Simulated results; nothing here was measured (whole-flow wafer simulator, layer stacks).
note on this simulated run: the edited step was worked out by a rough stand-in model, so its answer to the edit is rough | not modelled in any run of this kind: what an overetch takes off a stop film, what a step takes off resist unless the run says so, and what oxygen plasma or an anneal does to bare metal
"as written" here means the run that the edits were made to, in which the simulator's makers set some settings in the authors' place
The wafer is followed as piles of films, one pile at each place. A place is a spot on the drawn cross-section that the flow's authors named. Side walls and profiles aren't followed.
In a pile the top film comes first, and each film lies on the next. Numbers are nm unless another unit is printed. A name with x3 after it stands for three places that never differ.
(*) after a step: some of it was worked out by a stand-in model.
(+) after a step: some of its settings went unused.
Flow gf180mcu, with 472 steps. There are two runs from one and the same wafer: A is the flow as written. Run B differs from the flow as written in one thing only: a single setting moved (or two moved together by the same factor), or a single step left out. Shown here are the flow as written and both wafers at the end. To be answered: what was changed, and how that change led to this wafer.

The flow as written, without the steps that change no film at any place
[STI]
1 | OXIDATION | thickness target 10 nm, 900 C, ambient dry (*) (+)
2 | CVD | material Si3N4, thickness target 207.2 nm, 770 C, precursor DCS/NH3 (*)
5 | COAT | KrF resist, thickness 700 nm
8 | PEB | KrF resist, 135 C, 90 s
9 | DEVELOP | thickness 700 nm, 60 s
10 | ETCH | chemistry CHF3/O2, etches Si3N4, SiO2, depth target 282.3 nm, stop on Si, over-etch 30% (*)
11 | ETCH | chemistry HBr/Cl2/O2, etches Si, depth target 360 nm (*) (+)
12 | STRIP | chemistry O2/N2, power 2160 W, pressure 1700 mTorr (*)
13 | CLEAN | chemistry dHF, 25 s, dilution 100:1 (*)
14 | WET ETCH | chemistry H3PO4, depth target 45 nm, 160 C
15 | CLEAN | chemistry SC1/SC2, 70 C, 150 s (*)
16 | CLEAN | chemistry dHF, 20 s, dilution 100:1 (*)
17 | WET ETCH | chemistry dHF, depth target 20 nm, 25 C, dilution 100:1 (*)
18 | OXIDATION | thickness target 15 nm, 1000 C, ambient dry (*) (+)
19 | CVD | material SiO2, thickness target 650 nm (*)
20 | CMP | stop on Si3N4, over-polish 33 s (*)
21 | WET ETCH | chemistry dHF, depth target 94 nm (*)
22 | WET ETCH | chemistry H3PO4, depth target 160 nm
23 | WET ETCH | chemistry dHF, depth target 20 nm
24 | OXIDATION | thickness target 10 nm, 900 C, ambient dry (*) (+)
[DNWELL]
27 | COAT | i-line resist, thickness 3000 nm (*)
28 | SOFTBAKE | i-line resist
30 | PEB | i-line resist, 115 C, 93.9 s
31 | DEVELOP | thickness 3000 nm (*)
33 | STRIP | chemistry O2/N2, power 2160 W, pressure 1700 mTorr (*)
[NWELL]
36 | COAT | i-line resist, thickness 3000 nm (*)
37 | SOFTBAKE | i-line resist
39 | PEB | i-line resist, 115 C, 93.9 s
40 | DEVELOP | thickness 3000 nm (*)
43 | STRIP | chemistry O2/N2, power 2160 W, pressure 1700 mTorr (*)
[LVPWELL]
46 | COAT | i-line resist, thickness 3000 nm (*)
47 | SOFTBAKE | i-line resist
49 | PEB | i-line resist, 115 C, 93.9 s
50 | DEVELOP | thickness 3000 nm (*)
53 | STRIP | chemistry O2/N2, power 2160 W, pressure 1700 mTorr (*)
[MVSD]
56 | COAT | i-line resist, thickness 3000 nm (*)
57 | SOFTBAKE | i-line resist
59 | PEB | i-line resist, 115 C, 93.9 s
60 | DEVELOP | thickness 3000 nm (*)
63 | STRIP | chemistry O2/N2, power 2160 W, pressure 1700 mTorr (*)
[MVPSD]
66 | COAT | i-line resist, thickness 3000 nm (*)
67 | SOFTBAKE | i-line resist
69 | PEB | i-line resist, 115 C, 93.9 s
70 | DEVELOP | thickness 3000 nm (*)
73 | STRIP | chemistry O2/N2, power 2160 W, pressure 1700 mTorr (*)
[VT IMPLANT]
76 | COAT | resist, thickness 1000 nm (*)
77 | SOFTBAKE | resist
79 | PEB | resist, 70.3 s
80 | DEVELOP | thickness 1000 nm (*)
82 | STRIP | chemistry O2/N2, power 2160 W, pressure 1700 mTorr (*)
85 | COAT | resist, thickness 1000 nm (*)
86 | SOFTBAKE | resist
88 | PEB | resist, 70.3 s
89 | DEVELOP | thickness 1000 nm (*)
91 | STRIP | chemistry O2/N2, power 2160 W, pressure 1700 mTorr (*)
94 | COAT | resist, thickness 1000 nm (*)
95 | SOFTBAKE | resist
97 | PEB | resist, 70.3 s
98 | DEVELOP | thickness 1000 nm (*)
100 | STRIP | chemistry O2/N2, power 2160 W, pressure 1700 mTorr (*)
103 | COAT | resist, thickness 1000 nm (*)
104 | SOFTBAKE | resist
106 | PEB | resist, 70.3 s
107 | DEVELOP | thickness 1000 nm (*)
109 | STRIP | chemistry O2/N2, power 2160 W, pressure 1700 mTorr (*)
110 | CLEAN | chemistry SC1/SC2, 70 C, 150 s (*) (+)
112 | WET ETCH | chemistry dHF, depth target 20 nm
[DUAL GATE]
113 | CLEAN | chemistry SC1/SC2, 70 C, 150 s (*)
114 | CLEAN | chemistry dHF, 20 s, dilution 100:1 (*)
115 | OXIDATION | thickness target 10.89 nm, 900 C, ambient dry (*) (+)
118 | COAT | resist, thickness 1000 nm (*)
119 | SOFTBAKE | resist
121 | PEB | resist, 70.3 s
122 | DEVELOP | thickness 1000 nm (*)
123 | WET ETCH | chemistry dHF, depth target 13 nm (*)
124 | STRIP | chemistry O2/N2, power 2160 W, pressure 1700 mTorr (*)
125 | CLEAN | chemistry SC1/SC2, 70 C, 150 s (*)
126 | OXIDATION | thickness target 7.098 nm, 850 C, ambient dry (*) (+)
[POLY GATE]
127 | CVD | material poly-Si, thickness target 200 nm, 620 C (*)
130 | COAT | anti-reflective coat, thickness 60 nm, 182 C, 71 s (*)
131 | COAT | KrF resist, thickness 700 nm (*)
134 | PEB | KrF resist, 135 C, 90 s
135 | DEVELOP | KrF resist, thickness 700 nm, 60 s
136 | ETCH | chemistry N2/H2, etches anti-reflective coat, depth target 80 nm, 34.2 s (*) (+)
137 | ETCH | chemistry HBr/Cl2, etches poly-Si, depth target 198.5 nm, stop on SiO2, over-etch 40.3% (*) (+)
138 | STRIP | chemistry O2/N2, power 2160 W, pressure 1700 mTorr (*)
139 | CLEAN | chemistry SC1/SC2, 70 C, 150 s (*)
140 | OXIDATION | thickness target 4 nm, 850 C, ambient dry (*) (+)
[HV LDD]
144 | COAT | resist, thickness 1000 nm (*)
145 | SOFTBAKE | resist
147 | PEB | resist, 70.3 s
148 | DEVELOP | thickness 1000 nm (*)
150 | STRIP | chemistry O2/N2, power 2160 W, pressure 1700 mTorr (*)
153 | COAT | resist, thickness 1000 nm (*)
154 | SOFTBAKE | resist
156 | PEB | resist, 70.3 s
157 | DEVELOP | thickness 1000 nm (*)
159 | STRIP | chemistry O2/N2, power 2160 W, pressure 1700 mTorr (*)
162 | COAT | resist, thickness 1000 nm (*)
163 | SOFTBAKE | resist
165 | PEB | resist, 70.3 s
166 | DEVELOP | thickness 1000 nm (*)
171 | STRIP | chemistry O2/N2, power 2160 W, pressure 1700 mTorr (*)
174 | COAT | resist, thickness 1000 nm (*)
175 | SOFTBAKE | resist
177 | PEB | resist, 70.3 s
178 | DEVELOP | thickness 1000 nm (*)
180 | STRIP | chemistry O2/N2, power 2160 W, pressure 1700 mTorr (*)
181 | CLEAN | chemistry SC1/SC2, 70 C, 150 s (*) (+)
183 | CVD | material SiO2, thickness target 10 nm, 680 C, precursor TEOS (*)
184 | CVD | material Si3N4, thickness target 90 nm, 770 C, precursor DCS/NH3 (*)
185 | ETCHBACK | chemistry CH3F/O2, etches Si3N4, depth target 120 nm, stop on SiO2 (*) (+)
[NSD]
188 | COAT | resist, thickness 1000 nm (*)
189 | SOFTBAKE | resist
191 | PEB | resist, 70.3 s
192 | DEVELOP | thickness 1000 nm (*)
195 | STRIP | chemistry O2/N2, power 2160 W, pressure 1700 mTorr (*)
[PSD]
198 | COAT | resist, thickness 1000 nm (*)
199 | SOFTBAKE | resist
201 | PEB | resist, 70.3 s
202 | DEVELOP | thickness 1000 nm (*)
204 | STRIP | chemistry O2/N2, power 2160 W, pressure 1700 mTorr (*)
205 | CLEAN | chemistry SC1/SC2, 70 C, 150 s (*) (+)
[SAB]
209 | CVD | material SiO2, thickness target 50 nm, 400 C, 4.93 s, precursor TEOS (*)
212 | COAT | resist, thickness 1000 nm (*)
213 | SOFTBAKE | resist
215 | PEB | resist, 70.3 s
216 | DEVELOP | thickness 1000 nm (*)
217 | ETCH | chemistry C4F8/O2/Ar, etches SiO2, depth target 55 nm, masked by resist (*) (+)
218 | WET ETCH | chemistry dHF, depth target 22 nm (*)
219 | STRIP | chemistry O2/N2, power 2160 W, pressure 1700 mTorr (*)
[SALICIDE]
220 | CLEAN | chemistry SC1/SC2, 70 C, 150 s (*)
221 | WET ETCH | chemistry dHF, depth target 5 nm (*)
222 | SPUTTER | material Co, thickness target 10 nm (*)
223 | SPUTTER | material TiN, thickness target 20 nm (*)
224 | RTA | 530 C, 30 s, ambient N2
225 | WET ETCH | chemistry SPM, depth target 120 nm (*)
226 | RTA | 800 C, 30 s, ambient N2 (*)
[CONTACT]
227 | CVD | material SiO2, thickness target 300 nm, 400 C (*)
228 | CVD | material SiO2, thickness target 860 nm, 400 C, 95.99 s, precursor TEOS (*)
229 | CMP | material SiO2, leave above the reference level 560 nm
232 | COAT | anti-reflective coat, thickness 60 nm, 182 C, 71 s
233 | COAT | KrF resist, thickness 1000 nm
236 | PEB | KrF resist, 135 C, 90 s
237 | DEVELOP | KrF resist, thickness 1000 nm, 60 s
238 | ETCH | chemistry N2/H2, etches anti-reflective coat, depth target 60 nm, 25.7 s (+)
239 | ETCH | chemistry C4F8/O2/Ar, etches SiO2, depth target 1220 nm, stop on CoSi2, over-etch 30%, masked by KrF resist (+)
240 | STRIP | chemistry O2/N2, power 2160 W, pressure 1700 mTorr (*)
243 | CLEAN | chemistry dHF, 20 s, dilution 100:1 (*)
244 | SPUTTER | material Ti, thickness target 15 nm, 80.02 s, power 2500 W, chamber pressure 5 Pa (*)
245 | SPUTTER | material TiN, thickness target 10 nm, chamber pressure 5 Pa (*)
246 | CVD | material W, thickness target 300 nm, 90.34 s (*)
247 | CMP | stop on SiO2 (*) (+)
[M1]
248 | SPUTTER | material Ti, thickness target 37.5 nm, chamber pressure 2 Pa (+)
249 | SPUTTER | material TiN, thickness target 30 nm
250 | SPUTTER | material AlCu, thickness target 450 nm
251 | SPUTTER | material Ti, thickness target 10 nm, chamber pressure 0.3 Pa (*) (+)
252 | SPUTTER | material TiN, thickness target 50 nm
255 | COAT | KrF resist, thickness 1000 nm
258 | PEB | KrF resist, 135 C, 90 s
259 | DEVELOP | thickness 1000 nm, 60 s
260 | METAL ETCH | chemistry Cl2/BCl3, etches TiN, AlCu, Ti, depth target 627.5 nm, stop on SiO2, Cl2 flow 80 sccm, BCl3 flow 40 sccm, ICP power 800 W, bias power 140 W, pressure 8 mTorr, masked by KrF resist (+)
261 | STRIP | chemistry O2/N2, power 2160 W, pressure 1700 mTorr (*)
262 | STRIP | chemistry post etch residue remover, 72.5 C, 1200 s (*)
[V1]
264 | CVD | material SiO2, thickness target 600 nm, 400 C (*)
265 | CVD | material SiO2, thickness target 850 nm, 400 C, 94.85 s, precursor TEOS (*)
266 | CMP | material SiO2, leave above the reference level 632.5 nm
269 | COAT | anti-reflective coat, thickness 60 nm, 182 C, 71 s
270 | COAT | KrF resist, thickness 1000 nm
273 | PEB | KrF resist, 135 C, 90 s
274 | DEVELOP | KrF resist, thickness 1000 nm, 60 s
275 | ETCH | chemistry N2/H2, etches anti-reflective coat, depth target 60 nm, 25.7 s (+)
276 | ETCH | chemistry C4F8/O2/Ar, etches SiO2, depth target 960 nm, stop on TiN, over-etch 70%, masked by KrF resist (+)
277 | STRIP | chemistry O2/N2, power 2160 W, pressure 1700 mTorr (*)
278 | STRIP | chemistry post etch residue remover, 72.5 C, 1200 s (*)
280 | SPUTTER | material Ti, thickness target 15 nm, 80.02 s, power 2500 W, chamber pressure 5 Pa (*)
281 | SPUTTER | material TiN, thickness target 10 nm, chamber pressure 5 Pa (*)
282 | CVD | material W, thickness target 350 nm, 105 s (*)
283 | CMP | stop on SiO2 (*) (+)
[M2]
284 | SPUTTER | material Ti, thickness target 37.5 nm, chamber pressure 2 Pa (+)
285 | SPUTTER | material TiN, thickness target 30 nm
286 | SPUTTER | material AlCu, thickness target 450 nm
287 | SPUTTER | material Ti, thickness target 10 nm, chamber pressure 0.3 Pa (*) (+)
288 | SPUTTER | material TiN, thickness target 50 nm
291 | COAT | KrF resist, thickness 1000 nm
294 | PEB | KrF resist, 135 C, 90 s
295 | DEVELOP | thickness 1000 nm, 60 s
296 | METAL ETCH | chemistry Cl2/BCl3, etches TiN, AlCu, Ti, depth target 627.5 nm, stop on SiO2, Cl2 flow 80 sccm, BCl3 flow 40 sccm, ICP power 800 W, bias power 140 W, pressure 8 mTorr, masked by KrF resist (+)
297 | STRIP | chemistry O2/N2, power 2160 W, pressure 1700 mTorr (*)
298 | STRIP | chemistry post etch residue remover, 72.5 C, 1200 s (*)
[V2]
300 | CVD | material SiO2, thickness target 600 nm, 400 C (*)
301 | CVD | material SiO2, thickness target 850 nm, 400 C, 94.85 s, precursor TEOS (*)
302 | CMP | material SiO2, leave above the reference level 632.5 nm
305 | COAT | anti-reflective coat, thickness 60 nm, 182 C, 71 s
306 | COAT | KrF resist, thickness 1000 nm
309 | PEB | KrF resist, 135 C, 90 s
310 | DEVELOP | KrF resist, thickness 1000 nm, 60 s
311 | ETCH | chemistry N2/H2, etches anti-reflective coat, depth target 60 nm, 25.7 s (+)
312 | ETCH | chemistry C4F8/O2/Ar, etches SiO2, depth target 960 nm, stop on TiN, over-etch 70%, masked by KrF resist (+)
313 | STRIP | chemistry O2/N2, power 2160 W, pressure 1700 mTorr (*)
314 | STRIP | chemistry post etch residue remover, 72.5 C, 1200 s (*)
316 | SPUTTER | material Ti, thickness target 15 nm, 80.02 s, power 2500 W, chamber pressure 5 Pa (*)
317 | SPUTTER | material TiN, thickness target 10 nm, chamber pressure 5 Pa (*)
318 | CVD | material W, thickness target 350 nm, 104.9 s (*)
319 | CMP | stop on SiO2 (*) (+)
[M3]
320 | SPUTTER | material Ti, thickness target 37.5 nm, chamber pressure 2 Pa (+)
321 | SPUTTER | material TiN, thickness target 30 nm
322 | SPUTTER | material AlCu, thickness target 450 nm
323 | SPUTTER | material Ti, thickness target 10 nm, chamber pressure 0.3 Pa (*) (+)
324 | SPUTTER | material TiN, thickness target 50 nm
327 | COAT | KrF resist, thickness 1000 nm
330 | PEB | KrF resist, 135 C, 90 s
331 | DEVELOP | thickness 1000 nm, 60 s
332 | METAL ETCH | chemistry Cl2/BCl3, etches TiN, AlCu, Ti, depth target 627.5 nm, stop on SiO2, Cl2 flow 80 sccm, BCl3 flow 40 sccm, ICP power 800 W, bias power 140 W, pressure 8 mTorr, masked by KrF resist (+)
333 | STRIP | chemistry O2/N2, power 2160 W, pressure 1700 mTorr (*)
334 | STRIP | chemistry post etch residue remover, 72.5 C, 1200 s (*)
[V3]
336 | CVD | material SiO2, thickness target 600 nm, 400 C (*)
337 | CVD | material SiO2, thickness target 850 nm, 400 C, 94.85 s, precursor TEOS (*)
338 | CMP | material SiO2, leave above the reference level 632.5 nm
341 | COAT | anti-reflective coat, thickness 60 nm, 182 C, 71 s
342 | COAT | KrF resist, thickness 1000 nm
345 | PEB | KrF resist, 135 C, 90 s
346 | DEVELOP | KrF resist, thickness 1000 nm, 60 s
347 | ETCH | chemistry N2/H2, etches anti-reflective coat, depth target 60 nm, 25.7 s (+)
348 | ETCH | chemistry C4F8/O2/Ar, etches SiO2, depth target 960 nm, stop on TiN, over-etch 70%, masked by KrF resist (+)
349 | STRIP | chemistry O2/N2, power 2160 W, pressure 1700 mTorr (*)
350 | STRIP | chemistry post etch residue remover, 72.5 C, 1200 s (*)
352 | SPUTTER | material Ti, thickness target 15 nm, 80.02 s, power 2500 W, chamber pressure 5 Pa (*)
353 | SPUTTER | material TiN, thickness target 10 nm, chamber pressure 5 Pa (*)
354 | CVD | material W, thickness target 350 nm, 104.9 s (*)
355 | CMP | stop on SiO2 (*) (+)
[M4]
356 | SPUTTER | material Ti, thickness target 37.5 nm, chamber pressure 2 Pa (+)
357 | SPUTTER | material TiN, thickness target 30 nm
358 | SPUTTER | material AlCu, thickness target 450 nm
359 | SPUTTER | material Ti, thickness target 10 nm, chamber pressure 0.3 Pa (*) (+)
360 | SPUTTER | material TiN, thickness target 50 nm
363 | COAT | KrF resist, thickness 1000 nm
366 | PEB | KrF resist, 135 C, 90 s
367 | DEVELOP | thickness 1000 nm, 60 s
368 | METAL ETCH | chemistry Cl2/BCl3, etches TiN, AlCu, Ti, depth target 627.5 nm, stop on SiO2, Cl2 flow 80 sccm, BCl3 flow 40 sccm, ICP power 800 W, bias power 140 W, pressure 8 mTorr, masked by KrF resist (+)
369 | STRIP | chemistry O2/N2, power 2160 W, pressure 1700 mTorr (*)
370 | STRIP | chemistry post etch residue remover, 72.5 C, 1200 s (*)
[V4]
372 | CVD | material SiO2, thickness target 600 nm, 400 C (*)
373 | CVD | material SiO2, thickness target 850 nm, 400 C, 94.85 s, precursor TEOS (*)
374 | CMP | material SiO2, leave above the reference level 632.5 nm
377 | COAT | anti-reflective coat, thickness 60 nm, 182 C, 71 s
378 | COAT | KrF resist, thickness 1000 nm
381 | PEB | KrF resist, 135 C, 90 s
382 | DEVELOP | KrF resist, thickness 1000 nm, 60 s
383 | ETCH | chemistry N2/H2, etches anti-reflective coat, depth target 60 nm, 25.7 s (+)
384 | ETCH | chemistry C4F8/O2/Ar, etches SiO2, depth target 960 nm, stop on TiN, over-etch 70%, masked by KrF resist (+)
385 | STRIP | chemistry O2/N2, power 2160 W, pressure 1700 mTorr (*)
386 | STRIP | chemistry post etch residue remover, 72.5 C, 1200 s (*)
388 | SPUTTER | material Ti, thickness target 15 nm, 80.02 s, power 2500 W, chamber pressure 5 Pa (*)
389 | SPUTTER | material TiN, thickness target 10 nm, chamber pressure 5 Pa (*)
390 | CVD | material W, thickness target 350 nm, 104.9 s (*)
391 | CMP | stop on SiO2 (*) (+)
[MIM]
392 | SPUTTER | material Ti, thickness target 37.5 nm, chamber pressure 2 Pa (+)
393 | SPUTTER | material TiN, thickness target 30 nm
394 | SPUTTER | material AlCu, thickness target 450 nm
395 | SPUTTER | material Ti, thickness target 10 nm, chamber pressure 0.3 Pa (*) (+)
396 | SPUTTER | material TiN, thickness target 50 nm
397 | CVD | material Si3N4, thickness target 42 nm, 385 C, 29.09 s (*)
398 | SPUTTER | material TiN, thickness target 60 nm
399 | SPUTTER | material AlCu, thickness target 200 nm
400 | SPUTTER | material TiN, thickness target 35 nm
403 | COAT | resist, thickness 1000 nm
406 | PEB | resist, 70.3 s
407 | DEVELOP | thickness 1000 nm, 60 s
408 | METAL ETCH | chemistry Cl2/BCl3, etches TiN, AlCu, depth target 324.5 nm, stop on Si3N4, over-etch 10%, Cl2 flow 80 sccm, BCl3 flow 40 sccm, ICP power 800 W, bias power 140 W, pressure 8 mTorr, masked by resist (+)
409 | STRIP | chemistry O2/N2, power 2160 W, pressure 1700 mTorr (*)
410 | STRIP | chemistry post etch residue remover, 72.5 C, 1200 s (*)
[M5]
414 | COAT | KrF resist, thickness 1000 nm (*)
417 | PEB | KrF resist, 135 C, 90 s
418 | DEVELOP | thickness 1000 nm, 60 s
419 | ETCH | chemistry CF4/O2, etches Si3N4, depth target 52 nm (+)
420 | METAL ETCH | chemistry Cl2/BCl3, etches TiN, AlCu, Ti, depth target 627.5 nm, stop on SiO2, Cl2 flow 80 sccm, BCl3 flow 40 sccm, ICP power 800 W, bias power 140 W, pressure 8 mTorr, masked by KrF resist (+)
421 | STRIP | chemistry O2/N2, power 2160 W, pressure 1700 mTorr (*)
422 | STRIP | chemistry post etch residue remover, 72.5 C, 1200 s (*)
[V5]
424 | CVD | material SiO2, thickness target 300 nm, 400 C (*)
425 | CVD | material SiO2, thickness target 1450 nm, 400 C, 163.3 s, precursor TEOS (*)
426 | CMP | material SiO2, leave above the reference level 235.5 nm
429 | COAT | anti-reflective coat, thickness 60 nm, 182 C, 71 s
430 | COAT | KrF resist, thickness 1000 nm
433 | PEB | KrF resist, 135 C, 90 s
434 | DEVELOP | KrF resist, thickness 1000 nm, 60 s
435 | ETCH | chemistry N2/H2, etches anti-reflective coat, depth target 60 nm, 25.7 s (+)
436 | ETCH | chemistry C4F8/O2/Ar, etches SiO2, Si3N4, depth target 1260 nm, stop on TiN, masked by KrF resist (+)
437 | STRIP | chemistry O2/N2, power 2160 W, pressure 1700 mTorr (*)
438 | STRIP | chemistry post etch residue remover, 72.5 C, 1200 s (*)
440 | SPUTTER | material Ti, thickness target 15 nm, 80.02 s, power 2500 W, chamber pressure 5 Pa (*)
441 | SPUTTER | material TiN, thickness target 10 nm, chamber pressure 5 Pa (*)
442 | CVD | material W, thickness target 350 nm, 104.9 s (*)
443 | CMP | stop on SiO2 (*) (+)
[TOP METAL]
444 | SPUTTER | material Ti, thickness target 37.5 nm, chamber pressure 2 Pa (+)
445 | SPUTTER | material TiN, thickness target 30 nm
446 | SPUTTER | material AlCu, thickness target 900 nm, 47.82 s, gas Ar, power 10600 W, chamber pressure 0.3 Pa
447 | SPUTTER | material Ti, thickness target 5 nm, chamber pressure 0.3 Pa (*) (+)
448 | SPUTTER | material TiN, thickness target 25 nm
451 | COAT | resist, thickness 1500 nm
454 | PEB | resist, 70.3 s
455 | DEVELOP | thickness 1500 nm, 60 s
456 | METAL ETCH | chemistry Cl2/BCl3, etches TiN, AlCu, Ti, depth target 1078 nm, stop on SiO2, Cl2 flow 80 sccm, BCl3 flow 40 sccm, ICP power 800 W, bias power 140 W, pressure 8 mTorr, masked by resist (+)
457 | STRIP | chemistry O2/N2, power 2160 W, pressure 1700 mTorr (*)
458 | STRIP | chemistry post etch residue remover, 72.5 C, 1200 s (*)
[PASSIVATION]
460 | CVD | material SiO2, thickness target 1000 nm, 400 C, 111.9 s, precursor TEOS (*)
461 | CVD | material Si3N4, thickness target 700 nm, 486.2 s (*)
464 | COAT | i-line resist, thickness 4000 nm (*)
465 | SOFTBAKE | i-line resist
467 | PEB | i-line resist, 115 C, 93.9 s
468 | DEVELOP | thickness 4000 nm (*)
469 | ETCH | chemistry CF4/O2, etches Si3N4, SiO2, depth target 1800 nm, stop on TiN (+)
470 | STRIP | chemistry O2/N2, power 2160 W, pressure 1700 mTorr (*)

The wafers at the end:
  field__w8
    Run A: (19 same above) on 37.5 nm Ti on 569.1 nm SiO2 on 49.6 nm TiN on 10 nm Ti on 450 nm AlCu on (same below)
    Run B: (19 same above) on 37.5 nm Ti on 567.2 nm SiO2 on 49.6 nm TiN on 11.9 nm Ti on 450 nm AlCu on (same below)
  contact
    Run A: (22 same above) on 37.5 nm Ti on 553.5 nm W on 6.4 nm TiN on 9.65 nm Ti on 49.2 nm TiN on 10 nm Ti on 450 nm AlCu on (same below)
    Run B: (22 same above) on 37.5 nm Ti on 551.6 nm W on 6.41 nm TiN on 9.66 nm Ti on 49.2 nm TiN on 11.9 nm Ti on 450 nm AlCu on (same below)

What caused this: step 323, SPUTTER: thickness target 11.9 nm was run, while the flow as written has thickness target 10 nm.
The wafer lets one read it off: field__w8 has Ti 11.9, and step 323 as written asks for 10 nm.

The path from the change to this, step by step:
  323 | SPUTTER | material Ti, thickness target 10 nm, chamber pressure 0.3 Pa (*) (+)
      field, field__w1, field__w2 and 108 more: A Ti gains 10 (new film) | B Ti gains 11.9 (new film)
  332 | METAL ETCH | chemistry Cl2/BCl3, etches TiN, AlCu, Ti, depth target 627.5 nm, stop on SiO2, Cl2 flow 80 sccm, BCl3 flow 40 sccm, ICP power 800 W, bias power 140 W, pressure 8 mTorr, masked by KrF resist (+)
      field, field__w1, field__w2 and 103 more: A TiN loses 50 (all of it), Ti loses 10 (all of it), AlCu loses 450 (all of it), TiN loses 30 (all of it), Ti loses 37.5 (all of it) | B TiN loses 50 (all of it), Ti loses 11.9 (all of it), AlCu loses 450 (all of it), TiN loses 30 (all of it), Ti loses 37.5 (all of it)
